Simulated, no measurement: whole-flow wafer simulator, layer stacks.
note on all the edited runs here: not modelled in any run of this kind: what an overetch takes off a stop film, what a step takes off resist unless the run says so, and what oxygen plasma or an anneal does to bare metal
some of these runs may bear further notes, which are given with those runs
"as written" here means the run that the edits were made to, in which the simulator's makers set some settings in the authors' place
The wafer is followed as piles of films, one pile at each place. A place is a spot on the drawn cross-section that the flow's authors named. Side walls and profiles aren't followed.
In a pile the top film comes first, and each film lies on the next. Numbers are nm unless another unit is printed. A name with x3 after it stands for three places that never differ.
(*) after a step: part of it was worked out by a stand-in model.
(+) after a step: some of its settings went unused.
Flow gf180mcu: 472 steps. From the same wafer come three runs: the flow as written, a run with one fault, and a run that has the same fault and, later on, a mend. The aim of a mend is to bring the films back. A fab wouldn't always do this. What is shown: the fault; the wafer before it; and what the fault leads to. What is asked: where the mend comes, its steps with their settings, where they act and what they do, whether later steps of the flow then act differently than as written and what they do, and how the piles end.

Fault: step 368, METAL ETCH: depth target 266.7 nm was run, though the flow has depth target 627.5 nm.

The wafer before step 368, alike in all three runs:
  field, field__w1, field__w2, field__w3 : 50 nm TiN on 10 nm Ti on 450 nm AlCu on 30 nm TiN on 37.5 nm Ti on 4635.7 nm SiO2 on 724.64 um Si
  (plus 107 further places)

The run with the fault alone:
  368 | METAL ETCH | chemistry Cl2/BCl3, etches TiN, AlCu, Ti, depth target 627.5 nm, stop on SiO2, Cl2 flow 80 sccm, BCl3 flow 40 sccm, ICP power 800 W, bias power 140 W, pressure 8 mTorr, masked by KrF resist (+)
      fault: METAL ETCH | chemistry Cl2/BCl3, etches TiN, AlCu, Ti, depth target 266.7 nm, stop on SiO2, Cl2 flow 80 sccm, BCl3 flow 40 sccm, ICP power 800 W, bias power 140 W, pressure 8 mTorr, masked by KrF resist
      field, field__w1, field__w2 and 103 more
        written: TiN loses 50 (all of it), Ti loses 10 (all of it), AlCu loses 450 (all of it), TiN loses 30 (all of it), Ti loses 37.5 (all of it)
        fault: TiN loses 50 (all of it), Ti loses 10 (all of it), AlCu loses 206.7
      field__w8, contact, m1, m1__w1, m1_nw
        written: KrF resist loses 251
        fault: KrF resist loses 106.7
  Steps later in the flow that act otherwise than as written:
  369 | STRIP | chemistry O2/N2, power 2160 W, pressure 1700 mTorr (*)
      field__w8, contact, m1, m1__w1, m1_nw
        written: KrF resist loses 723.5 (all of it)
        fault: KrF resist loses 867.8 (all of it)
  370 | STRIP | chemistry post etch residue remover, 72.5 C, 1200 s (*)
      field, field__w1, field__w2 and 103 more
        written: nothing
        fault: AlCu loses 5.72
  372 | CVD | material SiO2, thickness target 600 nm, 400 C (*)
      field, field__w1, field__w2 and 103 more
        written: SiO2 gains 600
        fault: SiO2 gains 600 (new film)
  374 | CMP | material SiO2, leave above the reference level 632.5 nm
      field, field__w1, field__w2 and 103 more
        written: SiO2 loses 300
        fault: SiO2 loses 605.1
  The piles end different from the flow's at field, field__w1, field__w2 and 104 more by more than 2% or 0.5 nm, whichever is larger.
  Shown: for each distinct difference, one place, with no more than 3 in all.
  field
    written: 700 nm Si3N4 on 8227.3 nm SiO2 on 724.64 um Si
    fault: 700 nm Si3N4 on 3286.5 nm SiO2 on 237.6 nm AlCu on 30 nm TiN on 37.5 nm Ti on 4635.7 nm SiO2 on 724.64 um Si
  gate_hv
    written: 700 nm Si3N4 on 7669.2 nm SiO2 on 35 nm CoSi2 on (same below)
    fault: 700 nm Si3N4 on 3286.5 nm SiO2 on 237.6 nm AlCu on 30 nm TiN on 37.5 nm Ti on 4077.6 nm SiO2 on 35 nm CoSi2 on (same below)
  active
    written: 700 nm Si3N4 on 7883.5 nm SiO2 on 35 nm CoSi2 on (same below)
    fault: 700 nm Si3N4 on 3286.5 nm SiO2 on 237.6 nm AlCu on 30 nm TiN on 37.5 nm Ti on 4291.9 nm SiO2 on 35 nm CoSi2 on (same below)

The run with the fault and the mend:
  After step 368 comes the mend.
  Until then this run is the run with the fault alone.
  368a | METAL ETCH | chemistry Cl2/BCl3, etches TiN, AlCu, Ti, depth target 360.8 nm, stop on SiO2, Cl2 flow 80 sccm, BCl3 flow 40 sccm, ICP power 800 W, bias power 140 W, pressure 8 mTorr, masked by KrF resist (+) (the flow's step 368, run once more with other settings)
      field, field__w1, field__w2 and 103 more
        AlCu loses 243.3 (all of it), TiN loses 30 (all of it), Ti loses 37.5 (all of it)
      field__w8, contact, m1, m1__w1, m1_nw
        KrF resist loses 144.3
  None of the later steps of the flow acts differently than as written at any place that is followed.
  The piles end the same as the flow's at every place that both follow.
